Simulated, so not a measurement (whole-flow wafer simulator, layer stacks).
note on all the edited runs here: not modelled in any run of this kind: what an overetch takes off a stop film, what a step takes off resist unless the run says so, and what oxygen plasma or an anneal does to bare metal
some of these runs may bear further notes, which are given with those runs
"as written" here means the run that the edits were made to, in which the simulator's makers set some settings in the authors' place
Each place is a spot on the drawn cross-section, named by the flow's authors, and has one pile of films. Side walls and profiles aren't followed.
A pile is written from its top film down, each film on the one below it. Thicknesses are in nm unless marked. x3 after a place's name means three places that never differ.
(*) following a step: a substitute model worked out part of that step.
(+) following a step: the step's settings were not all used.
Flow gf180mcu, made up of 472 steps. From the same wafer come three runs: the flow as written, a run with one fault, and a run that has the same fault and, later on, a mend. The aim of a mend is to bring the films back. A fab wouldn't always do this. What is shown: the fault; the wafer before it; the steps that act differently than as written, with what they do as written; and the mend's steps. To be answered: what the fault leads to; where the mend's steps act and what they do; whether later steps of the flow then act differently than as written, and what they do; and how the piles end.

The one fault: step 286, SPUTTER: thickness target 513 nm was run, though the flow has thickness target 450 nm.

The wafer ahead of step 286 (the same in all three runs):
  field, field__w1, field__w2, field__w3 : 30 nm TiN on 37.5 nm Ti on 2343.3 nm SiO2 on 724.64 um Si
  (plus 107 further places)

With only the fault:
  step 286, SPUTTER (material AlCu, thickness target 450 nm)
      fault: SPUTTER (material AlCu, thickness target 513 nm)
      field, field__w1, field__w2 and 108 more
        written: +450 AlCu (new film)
        fault: +513 AlCu (new film)
  Steps later in the flow that act otherwise than as written:
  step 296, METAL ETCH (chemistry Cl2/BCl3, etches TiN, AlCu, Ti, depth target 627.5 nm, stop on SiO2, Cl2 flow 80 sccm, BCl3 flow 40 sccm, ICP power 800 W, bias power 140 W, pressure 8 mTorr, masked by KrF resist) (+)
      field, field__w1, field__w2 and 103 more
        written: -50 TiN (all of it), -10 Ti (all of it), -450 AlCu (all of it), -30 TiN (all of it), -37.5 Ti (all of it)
        fault: -50 TiN (all of it), -10 Ti (all of it), -513 AlCu (all of it), -30 TiN (all of it), -24.5 Ti
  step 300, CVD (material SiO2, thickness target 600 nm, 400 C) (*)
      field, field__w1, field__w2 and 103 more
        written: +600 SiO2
        fault: +600 SiO2 (new film)
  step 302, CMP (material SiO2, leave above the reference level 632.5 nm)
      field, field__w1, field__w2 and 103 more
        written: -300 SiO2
        fault: -250 SiO2
  The piles end different from the flow's at field, field__w1, field__w2 and 109 more by more than 2% or 0.5 nm, whichever is larger.
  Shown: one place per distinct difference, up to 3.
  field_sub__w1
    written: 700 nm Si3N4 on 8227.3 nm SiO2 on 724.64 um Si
    fault: 700 nm Si3N4 on 5934 nm SiO2 on 13 nm Ti on 2343.2 nm SiO2 on 724.64 um Si
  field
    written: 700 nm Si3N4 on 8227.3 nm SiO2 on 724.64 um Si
    fault: 700 nm Si3N4 on 5934 nm SiO2 on 13 nm Ti on 2343.3 nm SiO2 on 724.64 um Si
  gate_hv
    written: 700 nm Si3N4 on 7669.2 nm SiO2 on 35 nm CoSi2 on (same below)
    fault: 700 nm Si3N4 on 5934 nm SiO2 on 13 nm Ti on 1785.1 nm SiO2 on 35 nm CoSi2 on (same below)

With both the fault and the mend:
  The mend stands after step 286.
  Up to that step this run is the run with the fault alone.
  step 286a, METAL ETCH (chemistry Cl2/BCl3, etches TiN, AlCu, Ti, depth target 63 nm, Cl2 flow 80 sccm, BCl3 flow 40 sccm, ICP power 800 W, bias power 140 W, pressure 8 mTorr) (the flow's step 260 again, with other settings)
      field, field__w1, field__w2 and 108 more
        -63 AlCu
  Every later step of the flow that is run acts as written at every place that is followed.
  At every place that both follow, the piles at the end match the flow's.
